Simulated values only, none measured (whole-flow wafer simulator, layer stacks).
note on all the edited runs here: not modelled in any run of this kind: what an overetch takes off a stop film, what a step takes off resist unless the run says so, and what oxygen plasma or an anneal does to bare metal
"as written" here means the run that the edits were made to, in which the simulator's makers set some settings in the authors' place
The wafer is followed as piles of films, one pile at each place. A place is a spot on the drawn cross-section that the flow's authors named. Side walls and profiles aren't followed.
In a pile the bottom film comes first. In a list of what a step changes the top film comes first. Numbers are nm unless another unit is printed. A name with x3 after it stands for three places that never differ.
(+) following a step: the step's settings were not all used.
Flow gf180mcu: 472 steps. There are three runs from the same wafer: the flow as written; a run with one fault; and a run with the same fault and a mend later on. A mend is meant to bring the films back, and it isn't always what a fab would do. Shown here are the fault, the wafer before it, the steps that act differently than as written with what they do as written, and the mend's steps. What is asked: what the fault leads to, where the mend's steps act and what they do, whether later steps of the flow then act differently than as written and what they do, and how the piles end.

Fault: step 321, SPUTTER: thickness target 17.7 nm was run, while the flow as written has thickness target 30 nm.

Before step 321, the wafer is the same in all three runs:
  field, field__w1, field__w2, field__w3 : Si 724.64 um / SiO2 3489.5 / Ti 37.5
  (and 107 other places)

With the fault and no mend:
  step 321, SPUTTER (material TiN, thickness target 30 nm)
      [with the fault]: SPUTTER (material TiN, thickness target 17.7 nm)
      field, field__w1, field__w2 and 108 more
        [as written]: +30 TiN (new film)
        [with the fault]: +17.7 TiN (new film)
  Later steps of the flow acting differently than as written:
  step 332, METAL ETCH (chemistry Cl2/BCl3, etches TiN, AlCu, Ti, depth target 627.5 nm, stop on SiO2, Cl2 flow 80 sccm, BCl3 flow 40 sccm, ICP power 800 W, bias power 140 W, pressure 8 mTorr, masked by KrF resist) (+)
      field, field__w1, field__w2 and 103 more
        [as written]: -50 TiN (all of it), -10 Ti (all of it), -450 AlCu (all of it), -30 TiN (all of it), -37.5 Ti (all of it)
        [with the fault]: -50 TiN (all of it), -10 Ti (all of it), -450 AlCu (all of it), -17.7 TiN (all of it), -37.5 Ti (all of it)
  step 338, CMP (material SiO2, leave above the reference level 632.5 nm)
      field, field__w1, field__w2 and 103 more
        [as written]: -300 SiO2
        [with the fault]: -312.3 SiO2
  The piles end different from the flow's at field__w8, contact, m1, m1__w1, m1_nw by more than 2% or 0.5 nm, whichever is larger.
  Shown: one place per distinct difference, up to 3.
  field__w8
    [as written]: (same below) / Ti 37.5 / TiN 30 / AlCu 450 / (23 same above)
    [with the fault]: (same below) / Ti 37.5 / TiN 17.7 / AlCu 450 / (23 same above)
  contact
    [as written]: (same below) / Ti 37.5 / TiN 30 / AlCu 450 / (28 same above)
    [with the fault]: (same below) / Ti 37.5 / TiN 17.7 / AlCu 450 / (28 same above)

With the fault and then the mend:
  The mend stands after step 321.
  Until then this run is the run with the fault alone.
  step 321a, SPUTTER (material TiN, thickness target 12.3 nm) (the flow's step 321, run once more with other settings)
      field, field__w1, field__w2 and 108 more
        +12.3 TiN
  None of the later steps of the flow acts differently than as written at any place that is followed.
  The piles end the same as the flow's at every place that both follow.
